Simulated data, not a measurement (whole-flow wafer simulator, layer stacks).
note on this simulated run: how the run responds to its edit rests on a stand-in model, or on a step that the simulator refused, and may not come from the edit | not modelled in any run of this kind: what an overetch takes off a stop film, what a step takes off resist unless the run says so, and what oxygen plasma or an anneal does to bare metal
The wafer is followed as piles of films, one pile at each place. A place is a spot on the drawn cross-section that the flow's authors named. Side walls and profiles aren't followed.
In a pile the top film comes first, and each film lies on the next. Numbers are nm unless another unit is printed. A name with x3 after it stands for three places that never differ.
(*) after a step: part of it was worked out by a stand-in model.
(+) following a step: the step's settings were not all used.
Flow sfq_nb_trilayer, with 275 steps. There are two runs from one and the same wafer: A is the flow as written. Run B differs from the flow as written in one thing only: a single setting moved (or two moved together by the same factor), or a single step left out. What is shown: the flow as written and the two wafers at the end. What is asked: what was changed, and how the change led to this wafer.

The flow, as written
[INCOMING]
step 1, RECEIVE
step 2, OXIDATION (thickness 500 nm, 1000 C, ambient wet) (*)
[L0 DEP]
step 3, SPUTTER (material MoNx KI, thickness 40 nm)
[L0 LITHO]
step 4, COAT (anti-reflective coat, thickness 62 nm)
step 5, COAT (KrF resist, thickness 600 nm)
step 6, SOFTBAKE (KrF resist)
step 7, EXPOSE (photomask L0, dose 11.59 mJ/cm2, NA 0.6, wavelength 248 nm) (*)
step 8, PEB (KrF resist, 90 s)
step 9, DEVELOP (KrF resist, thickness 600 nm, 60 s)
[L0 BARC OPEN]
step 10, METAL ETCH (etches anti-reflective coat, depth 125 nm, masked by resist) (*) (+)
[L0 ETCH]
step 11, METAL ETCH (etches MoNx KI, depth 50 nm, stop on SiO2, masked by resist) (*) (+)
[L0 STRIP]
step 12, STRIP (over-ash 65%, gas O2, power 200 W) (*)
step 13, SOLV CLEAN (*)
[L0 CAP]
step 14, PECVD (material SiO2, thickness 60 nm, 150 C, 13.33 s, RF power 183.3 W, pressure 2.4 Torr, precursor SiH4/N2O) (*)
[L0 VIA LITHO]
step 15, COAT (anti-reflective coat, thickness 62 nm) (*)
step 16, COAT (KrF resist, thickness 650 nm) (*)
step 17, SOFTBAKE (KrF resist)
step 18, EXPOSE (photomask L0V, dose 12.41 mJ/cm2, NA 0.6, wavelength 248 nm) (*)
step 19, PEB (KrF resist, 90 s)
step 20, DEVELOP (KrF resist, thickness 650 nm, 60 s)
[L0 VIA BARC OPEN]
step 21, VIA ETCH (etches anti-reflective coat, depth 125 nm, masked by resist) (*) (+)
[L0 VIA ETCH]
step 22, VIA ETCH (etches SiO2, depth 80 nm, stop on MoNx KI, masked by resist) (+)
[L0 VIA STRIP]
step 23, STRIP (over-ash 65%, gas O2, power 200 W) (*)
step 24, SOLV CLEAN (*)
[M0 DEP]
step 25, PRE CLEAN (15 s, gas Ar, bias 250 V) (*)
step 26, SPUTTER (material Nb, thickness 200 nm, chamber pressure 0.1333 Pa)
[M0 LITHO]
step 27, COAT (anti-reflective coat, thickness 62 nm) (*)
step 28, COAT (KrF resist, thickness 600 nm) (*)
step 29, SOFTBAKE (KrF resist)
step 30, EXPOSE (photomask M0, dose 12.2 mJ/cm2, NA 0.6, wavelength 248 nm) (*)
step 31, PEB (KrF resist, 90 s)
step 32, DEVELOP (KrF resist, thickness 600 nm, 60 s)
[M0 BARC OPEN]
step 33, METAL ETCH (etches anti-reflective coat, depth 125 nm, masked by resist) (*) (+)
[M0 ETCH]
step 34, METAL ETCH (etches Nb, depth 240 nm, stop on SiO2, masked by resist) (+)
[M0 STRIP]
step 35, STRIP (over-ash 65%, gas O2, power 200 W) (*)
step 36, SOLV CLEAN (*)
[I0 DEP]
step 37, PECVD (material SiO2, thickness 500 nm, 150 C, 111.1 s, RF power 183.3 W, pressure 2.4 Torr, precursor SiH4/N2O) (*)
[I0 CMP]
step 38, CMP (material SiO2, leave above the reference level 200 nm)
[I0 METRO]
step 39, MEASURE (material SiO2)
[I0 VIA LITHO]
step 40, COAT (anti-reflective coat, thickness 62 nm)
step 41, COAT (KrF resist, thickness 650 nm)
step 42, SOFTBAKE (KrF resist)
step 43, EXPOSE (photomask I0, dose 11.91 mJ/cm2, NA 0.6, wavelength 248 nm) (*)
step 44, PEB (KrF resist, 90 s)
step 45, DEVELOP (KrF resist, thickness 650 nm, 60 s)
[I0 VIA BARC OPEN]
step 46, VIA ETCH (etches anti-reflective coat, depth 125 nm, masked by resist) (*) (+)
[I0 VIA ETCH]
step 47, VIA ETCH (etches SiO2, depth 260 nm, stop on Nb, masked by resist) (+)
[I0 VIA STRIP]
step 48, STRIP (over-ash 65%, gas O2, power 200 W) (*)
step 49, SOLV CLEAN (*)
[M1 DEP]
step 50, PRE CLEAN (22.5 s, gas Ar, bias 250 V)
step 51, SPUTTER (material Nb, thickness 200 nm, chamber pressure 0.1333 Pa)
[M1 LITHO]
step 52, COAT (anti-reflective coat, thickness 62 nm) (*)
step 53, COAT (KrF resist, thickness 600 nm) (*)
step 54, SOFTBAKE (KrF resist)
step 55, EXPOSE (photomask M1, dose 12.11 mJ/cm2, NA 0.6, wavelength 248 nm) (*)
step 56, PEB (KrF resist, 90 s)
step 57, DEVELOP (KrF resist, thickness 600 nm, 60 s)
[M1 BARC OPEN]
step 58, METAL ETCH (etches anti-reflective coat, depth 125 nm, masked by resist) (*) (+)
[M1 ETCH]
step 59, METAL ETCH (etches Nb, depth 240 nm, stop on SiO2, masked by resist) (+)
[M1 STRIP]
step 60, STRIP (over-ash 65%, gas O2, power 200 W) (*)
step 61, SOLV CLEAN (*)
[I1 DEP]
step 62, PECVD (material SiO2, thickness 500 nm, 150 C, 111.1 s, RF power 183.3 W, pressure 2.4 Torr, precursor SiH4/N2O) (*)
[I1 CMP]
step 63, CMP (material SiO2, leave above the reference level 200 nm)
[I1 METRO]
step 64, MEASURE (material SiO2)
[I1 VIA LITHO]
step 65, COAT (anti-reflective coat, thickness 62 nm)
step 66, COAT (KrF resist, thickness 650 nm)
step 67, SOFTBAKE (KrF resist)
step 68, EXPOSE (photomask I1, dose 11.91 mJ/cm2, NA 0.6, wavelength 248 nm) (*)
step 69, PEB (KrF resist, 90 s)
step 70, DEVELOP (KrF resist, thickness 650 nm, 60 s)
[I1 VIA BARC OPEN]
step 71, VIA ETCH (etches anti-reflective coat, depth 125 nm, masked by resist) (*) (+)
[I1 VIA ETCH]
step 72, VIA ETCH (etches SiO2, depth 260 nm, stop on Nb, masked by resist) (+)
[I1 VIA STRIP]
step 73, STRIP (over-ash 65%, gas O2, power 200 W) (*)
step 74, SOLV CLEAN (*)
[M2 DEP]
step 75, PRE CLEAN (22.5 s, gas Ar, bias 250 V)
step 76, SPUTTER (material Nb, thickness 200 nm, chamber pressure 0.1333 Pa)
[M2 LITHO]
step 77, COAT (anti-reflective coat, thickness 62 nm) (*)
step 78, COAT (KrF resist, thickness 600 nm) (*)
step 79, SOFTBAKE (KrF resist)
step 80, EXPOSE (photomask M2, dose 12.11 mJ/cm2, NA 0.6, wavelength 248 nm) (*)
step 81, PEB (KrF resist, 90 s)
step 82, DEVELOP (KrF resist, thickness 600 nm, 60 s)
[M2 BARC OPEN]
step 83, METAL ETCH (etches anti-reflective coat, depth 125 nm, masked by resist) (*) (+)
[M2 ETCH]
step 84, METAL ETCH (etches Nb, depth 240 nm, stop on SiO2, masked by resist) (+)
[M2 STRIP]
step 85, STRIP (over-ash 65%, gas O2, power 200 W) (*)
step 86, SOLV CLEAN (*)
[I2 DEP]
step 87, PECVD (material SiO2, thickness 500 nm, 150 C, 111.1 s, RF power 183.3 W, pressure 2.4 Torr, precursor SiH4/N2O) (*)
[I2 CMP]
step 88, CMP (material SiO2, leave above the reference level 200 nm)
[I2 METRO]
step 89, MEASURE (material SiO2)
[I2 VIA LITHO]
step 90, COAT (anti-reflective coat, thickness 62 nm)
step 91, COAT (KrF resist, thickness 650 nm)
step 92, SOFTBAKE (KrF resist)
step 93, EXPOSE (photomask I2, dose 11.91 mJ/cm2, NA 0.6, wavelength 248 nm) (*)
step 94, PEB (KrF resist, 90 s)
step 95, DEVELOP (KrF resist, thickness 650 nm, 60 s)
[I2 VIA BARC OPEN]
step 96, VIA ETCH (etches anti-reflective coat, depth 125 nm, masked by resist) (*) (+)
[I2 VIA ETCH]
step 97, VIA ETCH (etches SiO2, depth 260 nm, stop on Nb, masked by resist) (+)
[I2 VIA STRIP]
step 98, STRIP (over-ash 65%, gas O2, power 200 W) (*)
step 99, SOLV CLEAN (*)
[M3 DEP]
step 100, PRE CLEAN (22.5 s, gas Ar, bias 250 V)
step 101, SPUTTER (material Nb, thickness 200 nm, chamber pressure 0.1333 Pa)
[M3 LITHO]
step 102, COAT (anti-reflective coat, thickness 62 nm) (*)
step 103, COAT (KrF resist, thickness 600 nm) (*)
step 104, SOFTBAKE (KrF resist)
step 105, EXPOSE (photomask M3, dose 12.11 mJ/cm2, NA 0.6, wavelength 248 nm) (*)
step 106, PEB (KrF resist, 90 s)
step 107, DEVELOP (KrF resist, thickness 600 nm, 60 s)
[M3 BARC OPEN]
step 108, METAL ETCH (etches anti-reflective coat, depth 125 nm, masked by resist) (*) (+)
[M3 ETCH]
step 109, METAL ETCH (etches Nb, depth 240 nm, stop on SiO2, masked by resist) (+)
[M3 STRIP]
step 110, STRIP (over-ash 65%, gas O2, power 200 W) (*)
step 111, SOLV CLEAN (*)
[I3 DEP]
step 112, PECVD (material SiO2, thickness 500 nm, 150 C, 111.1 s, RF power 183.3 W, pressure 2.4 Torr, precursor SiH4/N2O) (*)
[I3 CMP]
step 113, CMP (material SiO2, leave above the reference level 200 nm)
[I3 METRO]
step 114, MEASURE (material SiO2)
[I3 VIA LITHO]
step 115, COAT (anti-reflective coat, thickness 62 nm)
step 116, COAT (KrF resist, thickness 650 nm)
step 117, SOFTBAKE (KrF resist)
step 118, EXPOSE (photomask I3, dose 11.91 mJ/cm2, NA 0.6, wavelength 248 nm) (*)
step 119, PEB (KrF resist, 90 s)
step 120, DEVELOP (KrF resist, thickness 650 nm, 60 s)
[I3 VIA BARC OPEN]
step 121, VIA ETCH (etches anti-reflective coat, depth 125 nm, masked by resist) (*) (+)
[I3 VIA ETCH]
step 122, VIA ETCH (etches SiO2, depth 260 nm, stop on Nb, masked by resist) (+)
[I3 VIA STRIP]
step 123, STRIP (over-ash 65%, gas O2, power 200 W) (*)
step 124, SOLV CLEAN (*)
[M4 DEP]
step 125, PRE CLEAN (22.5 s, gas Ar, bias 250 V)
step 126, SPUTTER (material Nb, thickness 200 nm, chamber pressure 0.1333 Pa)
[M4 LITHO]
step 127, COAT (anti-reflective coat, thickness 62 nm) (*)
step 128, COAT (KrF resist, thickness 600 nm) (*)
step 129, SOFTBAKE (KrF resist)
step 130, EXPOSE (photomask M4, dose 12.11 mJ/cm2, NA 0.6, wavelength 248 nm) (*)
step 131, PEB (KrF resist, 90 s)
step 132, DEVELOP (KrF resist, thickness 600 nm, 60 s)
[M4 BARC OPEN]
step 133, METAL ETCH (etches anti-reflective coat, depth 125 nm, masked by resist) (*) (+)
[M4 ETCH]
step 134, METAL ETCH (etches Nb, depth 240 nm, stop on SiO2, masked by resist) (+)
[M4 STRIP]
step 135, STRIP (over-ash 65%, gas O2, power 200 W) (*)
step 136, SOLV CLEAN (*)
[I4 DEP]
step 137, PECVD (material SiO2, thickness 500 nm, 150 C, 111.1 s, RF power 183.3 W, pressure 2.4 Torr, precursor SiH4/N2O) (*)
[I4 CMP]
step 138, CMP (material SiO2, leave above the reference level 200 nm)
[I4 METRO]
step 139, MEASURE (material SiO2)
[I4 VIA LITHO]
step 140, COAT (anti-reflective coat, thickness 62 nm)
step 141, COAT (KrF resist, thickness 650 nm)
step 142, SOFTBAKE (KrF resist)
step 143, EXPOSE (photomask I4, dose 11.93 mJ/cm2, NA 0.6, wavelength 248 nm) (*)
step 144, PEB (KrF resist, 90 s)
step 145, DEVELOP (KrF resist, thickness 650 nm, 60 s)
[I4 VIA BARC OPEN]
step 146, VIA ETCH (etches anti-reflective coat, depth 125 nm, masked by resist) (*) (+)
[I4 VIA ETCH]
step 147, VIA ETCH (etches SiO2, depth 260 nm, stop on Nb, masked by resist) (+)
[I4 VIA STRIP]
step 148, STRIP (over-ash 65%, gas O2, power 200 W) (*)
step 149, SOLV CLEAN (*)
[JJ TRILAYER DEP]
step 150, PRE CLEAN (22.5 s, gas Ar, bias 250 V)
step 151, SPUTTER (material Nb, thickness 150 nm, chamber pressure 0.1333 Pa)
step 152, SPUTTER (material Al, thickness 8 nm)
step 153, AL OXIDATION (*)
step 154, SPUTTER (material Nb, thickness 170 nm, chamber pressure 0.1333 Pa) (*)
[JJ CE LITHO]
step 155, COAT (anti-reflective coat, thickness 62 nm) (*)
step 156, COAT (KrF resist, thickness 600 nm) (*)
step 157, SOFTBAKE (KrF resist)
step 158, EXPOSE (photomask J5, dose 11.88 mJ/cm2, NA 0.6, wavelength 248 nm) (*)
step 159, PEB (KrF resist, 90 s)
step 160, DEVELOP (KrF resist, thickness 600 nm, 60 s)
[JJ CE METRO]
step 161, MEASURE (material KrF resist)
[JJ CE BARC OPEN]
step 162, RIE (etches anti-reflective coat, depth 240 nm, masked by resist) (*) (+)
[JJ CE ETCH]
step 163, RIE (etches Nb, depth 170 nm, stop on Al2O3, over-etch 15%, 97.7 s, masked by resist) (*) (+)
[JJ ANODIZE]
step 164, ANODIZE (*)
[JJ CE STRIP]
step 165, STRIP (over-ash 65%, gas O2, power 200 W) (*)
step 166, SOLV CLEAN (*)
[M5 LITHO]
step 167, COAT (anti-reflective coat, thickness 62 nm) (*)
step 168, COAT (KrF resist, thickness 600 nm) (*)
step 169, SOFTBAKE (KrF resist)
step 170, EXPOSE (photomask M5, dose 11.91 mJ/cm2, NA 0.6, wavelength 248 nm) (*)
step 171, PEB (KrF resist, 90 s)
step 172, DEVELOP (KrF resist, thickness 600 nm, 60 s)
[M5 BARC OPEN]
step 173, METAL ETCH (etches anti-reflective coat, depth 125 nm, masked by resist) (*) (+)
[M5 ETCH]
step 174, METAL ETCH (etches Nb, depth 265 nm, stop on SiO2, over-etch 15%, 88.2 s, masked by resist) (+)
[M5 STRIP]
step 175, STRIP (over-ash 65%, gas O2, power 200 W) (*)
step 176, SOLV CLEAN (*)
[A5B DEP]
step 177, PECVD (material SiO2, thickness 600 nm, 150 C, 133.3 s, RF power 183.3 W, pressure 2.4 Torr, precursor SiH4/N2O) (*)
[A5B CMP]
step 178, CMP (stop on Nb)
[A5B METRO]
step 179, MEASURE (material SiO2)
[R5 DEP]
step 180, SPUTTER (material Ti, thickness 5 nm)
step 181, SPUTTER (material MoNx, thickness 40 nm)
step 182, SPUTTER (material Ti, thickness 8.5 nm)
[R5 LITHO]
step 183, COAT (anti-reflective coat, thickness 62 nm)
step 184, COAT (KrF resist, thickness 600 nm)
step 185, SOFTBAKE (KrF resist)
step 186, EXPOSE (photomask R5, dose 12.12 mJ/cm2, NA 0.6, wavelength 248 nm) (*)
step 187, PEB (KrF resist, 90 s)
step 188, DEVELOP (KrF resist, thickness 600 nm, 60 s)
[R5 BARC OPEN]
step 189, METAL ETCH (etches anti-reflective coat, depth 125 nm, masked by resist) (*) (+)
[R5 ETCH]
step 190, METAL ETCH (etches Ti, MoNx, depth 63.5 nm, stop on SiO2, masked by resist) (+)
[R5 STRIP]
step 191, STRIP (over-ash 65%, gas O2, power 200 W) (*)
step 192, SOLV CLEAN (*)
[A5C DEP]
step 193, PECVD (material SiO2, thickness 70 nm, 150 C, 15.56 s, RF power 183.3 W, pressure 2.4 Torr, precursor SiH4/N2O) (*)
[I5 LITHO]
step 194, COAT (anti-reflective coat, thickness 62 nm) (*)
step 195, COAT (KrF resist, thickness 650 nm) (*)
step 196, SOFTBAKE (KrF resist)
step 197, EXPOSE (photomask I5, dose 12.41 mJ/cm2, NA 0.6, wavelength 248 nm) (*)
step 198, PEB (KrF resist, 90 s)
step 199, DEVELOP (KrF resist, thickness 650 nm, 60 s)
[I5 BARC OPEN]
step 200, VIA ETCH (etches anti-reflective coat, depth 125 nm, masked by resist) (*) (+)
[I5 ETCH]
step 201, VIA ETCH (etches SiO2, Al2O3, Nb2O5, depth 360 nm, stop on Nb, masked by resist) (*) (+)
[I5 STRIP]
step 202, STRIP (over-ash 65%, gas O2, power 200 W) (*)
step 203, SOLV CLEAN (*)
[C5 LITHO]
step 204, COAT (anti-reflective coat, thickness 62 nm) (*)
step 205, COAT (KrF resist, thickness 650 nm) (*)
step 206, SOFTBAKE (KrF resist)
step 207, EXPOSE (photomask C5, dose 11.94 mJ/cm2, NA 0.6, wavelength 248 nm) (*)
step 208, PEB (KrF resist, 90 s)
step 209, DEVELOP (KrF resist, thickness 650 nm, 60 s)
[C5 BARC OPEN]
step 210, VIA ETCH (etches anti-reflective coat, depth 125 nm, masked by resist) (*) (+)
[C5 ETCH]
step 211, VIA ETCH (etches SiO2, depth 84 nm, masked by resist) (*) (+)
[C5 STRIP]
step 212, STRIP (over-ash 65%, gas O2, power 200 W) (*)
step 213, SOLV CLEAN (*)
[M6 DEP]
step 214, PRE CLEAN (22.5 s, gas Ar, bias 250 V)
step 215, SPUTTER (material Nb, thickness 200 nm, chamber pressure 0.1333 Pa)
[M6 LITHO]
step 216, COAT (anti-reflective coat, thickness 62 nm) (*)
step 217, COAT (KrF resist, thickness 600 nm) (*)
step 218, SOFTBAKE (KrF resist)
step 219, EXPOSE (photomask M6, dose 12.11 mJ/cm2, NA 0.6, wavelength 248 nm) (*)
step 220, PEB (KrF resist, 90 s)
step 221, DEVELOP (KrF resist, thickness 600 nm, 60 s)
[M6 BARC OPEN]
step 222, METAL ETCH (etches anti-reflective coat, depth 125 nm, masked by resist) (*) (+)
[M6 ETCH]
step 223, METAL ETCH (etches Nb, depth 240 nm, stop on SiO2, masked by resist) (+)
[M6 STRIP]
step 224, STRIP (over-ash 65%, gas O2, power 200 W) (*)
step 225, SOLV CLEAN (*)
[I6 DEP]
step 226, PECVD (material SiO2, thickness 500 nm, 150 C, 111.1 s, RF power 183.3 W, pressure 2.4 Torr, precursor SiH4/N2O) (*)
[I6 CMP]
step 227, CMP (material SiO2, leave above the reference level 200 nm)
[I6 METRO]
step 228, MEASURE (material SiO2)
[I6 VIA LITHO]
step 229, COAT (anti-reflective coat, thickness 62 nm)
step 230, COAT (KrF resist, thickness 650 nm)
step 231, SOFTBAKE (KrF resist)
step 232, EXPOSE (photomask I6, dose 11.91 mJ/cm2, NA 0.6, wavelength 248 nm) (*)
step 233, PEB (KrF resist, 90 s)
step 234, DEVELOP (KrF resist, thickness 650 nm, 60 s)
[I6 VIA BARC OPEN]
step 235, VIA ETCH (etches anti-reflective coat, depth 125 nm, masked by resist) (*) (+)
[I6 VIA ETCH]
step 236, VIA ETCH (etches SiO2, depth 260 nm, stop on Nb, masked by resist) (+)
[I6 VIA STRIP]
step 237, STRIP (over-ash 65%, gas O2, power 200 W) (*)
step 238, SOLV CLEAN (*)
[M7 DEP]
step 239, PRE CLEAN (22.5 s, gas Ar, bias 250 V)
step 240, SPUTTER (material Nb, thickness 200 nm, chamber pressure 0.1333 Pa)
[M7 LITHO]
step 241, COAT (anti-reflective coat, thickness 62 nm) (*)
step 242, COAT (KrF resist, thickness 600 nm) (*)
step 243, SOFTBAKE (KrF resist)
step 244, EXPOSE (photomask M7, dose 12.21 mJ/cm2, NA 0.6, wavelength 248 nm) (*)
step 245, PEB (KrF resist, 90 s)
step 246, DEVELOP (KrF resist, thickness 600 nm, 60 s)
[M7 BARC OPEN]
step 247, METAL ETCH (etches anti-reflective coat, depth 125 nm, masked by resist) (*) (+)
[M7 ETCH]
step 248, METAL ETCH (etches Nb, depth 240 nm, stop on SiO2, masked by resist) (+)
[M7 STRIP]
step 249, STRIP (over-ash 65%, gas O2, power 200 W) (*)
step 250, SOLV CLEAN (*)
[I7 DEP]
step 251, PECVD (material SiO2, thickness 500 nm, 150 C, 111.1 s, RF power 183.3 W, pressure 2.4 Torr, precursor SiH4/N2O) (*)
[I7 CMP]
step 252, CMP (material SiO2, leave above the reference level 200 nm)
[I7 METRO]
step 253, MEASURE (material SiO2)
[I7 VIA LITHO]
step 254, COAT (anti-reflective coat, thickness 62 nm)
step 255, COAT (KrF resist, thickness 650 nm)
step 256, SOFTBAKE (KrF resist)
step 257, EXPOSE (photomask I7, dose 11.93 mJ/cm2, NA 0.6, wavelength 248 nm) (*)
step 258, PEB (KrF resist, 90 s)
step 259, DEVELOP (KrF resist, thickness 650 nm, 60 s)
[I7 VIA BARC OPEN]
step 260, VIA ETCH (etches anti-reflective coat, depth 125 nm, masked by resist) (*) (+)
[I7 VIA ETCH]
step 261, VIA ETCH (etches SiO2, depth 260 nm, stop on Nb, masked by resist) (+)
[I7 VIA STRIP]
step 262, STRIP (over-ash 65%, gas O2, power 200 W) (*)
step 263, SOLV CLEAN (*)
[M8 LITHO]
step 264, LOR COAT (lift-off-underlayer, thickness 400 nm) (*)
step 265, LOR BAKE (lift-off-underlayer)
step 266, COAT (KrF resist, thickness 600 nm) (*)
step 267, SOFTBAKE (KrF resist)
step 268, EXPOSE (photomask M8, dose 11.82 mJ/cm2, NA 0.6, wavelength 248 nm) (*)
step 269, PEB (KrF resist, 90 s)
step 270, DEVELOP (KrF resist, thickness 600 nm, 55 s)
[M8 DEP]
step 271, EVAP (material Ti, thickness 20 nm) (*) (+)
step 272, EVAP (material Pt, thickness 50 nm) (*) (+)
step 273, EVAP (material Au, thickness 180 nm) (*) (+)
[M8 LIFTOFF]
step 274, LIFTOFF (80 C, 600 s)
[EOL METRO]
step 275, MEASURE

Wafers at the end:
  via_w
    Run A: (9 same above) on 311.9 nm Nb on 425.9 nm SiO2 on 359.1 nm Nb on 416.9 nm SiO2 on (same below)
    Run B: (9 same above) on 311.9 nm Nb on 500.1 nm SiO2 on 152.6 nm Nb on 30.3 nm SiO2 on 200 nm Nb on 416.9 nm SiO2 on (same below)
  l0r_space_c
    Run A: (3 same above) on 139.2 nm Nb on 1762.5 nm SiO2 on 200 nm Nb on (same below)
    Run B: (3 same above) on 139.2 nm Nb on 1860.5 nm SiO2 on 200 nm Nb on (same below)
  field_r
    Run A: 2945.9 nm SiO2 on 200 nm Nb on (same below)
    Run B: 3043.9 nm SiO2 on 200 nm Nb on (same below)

The reason: step 88, CMP: leave above the reference level 298 nm was run, whereas the flow has leave above the reference level 200 nm.

Step by step, how the change led to this:
  step 88, CMP (material SiO2, leave above the reference level 200 nm)
      field_l, be, be_sur and 81 more: A -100 SiO2 | B -2 SiO2
      v_sur, via_wl, via_w and 18 more: A -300 SiO2 | B -202 SiO2
      (also at 1 further place)
  step 97, VIA ETCH (etches SiO2, depth 260 nm, stop on Nb, masked by resist) (+)
      via_w: A -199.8 SiO2 (all of it) | B -260 SiO2
  step 100, PRE CLEAN (22.5 s, gas Ar, bias 250 V)
      via_w: A -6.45 Nb | B -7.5 SiO2
  step 101, SPUTTER (material Nb, thickness 200 nm, chamber pressure 0.1333 Pa)
      via_w: A +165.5 Nb | B +152.6 Nb (new film)
  step 102, COAT (anti-reflective coat, thickness 62 nm) (*)
      via_wl, via_wr: A +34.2 anti-reflective coat (new film) | B +23 anti-reflective coat (new film)
      v_sur: A +61.1 anti-reflective coat (new film) | B +55.7 anti-reflective coat (new film)
      (also at 2 further places)
  step 103, COAT (KrF resist, thickness 600 nm) (*)
      via_w: A +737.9 KrF resist (new film) | B +794 KrF resist (new film)
  step 110, STRIP (over-ash 65%, gas O2, power 200 W) (*)
      v_sur: A -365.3 KrF resist (all of it), -61.1 anti-reflective coat (all of it) | B -362.3 KrF resist (all of it), -55.7 anti-reflective coat (all of it)
      via_wl: A -384.2 KrF resist (all of it), -34.2 anti-reflective coat (all of it) | B -383.9 KrF resist (all of it), -23 anti-reflective coat (all of it)
      (also at 3 further places)
  step 112, PECVD (material SiO2, thickness 500 nm, 150 C, 111.1 s, RF power 183.3 W, pressure 2.4 Torr, precursor SiH4/N2O) (*)
      via_w: A +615 SiO2 (new film) | B +664.6 SiO2 (new film)
  step 113, CMP (material SiO2, leave above the reference level 200 nm)
      via_w: A -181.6 SiO2 | B -157.1 SiO2
If metal films that touch count as one body, via_w has 6 bodies (between them, from the top down: SiO2 192.5; SiO2 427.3 / Al2O3 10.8 / Nb2O5 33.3; SiO2 500.1; SiO2 30.3; SiO2 416.9); the flow as written gives 5 bodies (between them, from the top down: SiO2 192.5; SiO2 427.3 / Al2O3 10.8 / Nb2O5 33.3; SiO2 425.9; SiO2 416.9).
